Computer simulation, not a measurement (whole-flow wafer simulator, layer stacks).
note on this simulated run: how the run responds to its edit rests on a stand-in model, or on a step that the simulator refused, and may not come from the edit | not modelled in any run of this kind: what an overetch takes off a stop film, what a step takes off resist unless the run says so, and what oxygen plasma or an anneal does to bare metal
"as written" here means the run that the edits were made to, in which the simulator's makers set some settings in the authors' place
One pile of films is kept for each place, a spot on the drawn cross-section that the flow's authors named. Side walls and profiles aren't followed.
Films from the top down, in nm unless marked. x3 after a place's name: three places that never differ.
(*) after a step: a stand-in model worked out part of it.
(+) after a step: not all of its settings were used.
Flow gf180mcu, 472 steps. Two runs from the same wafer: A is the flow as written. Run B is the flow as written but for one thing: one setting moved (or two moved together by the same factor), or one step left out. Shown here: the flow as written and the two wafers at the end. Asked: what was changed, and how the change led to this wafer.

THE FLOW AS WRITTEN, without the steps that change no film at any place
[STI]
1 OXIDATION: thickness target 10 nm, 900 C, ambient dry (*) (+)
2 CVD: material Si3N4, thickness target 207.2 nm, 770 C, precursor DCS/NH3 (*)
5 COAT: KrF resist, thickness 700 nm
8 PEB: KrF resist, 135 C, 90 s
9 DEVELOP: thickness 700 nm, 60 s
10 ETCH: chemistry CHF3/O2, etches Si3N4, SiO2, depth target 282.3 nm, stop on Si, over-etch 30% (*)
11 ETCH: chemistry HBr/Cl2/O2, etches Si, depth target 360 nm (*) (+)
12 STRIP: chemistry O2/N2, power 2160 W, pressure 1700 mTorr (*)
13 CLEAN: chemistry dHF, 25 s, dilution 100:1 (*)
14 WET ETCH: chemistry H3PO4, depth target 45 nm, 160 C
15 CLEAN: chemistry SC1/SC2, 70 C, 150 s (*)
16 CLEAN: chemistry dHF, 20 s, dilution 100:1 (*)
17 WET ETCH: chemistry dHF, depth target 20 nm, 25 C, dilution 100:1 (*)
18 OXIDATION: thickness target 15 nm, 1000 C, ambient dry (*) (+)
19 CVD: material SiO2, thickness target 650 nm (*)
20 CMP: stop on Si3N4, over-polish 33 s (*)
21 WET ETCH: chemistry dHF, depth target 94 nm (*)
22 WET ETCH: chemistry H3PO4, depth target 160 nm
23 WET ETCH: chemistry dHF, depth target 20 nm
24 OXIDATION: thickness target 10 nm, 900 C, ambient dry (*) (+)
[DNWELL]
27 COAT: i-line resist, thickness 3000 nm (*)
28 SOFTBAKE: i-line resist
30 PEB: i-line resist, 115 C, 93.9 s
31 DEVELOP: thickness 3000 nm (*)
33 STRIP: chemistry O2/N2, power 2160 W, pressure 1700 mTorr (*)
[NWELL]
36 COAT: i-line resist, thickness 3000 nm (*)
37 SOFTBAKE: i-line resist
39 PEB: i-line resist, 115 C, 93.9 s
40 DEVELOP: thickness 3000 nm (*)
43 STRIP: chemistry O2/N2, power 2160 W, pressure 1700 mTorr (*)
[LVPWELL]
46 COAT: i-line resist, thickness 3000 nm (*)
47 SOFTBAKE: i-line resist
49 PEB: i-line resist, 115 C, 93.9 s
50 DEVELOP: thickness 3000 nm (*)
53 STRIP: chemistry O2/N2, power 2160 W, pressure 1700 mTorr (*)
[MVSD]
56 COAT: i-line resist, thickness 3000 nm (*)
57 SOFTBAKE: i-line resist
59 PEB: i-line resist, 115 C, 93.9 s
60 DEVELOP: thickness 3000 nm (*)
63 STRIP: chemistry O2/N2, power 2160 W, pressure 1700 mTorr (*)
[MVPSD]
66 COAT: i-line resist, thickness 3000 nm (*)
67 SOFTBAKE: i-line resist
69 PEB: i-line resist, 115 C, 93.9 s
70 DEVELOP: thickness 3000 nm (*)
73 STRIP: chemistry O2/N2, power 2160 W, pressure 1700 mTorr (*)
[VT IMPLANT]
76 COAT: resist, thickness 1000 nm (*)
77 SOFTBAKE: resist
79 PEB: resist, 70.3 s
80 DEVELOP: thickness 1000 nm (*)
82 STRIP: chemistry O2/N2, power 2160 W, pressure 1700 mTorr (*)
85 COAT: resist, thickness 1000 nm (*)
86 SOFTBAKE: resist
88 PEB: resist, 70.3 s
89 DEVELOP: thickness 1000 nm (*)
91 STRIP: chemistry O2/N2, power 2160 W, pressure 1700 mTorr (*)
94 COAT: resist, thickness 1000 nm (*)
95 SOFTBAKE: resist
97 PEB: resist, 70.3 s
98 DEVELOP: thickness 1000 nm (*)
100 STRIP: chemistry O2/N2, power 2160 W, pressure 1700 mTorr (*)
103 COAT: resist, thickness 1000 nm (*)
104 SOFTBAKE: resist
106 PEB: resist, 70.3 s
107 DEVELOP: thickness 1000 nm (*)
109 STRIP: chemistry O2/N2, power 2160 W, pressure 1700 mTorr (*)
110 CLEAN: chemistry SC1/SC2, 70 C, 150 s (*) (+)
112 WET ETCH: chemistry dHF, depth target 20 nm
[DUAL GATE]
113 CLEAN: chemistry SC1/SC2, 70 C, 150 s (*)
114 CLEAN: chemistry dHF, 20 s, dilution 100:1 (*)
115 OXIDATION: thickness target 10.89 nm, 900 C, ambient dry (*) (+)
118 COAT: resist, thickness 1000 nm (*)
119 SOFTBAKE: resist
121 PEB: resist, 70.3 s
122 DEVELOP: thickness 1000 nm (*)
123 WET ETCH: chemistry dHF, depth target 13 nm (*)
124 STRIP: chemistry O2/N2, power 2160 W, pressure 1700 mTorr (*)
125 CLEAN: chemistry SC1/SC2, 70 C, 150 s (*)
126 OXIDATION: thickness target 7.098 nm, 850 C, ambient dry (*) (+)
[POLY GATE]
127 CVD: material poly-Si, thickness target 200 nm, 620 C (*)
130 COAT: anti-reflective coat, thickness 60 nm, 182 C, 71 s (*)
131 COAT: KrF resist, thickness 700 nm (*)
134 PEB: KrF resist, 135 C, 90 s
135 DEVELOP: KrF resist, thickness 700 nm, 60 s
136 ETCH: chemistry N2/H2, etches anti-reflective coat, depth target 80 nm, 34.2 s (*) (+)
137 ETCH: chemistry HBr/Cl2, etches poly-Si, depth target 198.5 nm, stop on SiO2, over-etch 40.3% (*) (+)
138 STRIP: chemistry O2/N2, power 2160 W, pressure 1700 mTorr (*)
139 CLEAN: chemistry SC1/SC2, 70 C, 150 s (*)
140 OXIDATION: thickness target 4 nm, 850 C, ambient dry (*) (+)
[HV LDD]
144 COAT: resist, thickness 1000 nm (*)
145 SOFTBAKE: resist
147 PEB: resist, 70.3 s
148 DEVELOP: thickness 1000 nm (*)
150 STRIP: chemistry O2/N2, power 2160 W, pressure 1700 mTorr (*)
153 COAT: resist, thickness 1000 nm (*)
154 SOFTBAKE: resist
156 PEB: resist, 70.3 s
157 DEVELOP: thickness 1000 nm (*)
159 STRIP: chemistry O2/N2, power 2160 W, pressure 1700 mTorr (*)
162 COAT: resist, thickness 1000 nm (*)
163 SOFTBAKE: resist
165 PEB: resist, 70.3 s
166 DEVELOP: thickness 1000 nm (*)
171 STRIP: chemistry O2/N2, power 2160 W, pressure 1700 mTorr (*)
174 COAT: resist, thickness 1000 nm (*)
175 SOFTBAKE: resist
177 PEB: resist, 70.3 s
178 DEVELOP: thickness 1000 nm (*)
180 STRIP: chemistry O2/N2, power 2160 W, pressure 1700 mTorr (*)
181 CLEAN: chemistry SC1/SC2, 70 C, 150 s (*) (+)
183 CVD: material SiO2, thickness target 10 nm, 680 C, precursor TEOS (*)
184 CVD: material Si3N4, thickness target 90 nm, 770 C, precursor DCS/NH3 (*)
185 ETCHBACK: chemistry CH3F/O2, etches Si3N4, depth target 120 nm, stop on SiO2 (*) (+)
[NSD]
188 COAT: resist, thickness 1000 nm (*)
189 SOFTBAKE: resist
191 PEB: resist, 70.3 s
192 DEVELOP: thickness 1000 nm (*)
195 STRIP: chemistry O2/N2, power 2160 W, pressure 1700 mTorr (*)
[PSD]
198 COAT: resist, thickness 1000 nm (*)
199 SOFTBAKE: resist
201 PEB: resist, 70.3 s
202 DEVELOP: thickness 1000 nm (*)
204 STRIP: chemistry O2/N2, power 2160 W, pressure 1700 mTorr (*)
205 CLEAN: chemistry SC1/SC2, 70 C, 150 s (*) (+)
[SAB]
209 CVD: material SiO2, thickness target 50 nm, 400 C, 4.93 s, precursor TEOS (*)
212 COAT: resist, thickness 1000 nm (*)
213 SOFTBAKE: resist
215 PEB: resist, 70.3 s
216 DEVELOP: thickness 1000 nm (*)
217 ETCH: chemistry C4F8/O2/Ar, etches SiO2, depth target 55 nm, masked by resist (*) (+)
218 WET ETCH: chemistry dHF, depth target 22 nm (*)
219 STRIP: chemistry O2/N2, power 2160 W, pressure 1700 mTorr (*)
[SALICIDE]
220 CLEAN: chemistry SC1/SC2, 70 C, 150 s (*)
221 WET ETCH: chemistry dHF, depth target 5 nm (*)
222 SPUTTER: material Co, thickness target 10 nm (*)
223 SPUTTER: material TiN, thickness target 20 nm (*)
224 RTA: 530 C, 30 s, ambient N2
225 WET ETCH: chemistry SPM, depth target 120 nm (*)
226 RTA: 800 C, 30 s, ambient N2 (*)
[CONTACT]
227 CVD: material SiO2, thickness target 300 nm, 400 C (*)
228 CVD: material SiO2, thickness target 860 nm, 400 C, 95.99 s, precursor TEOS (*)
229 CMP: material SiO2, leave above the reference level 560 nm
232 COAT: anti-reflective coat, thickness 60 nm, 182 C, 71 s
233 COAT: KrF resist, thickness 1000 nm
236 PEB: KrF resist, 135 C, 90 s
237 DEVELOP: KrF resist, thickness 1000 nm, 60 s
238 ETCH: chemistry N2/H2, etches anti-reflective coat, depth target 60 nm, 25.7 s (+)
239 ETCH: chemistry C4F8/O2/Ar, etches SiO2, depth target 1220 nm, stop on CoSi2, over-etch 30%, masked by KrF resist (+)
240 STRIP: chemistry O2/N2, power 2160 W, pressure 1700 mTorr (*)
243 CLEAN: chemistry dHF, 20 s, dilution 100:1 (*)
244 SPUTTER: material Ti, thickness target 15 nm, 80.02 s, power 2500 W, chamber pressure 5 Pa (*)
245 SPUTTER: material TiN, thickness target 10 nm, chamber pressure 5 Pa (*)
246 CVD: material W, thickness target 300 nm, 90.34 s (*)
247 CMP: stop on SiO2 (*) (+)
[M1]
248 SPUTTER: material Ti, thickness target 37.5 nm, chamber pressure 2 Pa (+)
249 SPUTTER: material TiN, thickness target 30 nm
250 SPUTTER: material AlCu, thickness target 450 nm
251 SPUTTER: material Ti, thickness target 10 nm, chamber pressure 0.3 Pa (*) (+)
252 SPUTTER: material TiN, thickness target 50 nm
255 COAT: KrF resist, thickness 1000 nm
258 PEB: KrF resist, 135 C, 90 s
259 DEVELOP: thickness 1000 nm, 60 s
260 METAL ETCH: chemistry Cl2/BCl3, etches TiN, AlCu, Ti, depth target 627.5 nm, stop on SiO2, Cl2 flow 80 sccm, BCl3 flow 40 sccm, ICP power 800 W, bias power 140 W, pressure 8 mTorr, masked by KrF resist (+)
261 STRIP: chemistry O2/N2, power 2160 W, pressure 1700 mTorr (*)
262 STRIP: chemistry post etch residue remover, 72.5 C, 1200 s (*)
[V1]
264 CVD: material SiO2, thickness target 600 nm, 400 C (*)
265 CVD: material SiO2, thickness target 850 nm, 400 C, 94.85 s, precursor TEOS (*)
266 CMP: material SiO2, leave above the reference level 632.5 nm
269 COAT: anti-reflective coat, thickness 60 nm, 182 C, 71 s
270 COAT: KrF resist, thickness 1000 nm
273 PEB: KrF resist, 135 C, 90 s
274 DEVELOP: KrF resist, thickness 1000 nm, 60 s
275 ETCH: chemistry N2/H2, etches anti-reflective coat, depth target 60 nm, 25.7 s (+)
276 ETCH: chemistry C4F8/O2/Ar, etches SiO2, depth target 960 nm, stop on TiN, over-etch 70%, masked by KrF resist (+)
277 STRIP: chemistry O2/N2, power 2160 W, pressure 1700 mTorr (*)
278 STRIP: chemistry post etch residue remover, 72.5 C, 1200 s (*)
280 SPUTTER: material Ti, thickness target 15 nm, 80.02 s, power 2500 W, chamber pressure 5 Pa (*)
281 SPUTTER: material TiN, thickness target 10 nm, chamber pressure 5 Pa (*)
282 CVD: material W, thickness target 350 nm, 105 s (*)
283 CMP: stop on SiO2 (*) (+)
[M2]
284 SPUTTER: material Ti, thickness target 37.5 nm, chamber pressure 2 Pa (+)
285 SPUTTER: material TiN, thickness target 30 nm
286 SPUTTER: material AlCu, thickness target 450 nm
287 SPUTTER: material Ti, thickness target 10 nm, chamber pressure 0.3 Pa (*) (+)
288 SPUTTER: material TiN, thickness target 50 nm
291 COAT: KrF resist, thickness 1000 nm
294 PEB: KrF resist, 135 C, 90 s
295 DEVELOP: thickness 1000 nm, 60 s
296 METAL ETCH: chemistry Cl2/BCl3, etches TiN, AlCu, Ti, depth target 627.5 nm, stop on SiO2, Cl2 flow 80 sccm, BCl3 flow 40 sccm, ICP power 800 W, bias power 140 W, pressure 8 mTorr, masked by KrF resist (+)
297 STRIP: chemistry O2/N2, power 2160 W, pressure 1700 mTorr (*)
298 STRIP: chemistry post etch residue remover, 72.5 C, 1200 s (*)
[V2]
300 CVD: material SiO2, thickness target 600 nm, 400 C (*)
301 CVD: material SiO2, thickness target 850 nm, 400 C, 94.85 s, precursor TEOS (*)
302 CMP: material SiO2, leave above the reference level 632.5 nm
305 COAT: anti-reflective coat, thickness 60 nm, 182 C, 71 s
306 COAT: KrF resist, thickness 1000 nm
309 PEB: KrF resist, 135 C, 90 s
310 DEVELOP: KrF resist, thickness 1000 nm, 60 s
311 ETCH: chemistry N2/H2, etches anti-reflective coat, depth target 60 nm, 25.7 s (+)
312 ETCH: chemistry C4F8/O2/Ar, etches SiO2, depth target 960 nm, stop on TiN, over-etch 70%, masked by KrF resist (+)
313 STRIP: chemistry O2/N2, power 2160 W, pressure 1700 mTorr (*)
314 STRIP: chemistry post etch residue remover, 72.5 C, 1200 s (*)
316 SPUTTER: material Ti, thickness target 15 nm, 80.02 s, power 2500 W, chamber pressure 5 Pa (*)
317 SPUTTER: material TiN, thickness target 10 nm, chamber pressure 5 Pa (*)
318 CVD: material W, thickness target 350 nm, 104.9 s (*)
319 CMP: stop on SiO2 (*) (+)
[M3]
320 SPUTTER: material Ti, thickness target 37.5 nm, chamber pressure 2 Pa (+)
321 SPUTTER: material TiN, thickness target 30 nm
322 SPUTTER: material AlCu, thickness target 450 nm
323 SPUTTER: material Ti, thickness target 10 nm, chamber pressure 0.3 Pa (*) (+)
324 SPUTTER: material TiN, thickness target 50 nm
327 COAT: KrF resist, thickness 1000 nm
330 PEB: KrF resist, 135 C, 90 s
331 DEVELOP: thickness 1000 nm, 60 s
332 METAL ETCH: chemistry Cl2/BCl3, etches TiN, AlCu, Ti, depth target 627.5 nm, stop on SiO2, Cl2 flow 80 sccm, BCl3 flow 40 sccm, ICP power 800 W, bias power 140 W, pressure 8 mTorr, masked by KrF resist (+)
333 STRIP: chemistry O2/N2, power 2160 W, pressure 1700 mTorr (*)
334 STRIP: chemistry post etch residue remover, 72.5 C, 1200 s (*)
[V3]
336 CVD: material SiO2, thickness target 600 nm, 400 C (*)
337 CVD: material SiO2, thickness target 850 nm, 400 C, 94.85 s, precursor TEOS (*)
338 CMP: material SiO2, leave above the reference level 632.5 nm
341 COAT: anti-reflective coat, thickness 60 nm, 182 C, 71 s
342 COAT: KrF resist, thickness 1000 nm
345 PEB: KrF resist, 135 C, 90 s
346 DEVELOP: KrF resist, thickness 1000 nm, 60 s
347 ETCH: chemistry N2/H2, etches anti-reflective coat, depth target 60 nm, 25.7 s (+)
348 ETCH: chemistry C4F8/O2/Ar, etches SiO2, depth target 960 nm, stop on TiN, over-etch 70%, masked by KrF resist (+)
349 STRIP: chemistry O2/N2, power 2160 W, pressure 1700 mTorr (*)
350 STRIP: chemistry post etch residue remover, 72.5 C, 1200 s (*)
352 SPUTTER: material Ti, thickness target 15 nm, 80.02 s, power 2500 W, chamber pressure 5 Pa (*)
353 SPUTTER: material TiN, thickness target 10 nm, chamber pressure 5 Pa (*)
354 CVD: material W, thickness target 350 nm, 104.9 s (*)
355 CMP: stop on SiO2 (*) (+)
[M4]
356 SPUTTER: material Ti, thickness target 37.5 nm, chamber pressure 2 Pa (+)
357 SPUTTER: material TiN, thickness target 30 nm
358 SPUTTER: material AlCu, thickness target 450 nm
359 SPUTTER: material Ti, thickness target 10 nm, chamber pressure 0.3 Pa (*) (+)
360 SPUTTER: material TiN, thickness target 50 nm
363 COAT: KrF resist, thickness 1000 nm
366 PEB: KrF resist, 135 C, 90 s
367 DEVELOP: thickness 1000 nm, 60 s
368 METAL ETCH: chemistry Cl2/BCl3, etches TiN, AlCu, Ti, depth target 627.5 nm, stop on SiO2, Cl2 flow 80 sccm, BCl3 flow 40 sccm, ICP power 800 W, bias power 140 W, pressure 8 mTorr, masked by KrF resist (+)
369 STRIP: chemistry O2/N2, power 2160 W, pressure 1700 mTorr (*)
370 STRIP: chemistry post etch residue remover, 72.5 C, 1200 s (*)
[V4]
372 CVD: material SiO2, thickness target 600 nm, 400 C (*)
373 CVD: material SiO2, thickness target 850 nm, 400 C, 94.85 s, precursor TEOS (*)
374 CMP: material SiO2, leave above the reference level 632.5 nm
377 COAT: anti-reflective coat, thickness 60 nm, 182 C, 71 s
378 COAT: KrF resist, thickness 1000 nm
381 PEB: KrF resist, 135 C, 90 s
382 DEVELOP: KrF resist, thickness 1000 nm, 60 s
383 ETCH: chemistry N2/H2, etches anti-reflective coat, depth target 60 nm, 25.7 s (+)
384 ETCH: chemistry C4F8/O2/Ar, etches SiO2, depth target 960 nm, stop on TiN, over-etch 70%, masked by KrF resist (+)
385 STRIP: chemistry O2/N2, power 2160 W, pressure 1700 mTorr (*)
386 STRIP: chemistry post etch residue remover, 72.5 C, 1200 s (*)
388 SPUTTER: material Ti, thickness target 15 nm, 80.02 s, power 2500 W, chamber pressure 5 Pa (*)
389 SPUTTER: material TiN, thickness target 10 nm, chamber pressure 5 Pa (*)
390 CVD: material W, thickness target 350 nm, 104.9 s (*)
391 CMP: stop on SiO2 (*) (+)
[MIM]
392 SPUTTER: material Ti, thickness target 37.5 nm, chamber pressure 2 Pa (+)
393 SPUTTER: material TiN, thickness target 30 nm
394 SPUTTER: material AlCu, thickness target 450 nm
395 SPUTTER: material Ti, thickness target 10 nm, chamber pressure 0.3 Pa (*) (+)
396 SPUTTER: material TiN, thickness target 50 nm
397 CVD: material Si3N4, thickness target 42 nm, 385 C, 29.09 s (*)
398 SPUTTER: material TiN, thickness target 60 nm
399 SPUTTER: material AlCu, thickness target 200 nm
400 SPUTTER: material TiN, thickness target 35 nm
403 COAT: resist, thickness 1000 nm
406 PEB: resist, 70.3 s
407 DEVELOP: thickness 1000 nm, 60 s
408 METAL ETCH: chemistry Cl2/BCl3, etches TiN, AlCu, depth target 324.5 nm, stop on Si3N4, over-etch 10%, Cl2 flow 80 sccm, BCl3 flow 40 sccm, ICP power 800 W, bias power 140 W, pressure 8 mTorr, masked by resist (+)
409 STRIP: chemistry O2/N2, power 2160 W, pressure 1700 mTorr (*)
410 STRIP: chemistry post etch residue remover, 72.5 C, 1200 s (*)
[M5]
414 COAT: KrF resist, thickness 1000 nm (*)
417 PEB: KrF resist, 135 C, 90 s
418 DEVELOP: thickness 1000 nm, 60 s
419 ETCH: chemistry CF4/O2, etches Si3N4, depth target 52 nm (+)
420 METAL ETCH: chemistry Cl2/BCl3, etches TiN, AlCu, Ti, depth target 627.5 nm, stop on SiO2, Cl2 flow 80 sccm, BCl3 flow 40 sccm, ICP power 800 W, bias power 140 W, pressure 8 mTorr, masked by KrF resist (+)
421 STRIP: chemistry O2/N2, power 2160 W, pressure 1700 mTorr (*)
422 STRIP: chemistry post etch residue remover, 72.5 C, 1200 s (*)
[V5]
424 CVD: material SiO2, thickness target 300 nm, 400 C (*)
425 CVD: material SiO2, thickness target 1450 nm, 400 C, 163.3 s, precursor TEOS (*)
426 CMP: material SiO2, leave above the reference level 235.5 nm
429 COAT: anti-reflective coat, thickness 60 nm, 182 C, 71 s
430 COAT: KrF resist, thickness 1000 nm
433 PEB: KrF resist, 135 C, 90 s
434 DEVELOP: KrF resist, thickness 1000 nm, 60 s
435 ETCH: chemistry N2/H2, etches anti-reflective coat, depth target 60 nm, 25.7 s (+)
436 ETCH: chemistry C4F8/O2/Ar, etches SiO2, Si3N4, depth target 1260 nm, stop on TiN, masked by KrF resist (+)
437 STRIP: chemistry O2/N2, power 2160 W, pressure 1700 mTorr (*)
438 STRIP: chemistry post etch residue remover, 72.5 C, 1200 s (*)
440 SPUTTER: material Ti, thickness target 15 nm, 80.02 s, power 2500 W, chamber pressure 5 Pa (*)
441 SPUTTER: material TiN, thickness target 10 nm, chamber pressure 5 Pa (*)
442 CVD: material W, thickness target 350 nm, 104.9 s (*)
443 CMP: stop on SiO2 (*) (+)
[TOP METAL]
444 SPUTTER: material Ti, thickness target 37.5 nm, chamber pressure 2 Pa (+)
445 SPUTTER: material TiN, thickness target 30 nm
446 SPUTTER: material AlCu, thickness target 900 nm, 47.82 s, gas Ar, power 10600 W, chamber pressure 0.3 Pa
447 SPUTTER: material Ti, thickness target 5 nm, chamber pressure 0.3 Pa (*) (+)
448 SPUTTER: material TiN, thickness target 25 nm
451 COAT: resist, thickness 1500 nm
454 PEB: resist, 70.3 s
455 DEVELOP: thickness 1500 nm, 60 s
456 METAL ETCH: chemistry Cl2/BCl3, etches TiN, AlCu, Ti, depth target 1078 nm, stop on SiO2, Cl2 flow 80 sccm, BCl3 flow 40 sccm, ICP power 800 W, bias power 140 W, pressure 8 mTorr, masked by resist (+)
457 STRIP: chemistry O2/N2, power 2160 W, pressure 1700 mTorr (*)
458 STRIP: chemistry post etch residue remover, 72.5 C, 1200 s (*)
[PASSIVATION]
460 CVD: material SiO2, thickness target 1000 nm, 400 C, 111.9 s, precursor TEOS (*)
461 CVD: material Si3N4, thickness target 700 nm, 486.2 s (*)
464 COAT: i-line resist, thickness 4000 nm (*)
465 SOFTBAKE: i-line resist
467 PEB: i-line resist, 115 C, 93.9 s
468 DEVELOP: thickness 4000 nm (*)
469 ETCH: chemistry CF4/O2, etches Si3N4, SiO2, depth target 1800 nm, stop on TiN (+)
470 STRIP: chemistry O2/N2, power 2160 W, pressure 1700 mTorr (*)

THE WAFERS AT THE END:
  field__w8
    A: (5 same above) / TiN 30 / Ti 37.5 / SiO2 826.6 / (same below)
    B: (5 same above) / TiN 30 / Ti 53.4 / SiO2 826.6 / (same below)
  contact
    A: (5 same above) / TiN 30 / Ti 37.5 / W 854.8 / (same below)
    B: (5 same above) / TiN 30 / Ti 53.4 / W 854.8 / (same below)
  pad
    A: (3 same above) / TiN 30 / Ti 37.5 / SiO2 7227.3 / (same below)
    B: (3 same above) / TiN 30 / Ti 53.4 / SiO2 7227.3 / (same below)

The cause: step 444, SPUTTER: thickness target 53.4 nm was run, where the flow has thickness target 37.5 nm.
It can be read off the wafer: field__w8 has Ti 53.4, and step 444 as written asks for 37.5 nm.

How the change led to this, step by step:
  444 SPUTTER: material Ti, thickness target 37.5 nm, chamber pressure 2 Pa (+)
      field, field__w1, field__w2 and 109 more: A Ti +37.5 (new film) | B Ti +53.4 (new film)
  456 METAL ETCH: chemistry Cl2/BCl3, etches TiN, AlCu, Ti, depth target 1078 nm, stop on SiO2, Cl2 flow 80 sccm, BCl3 flow 40 sccm, ICP power 800 W, bias power 140 W, pressure 8 mTorr, masked by resist (+)
      field, field__w1, field__w2 and 103 more: A TiN -25 (all of it), Ti -5 (all of it), AlCu -900 (all of it), TiN -30 (all of it), Ti -37.5 (all of it) | B TiN -25 (all of it), Ti -5 (all of it), AlCu -900 (all of it), TiN -30 (all of it), Ti -53.4 (all of it)
  465 SOFTBAKE: i-line resist
      gate: A i-line resist +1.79 | B i-line resist -0.23
      ld_acc_p, ld_fp_p, ld_drift_p: A i-line resist +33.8 | B i-line resist +27.6
      (and at 63 more places)
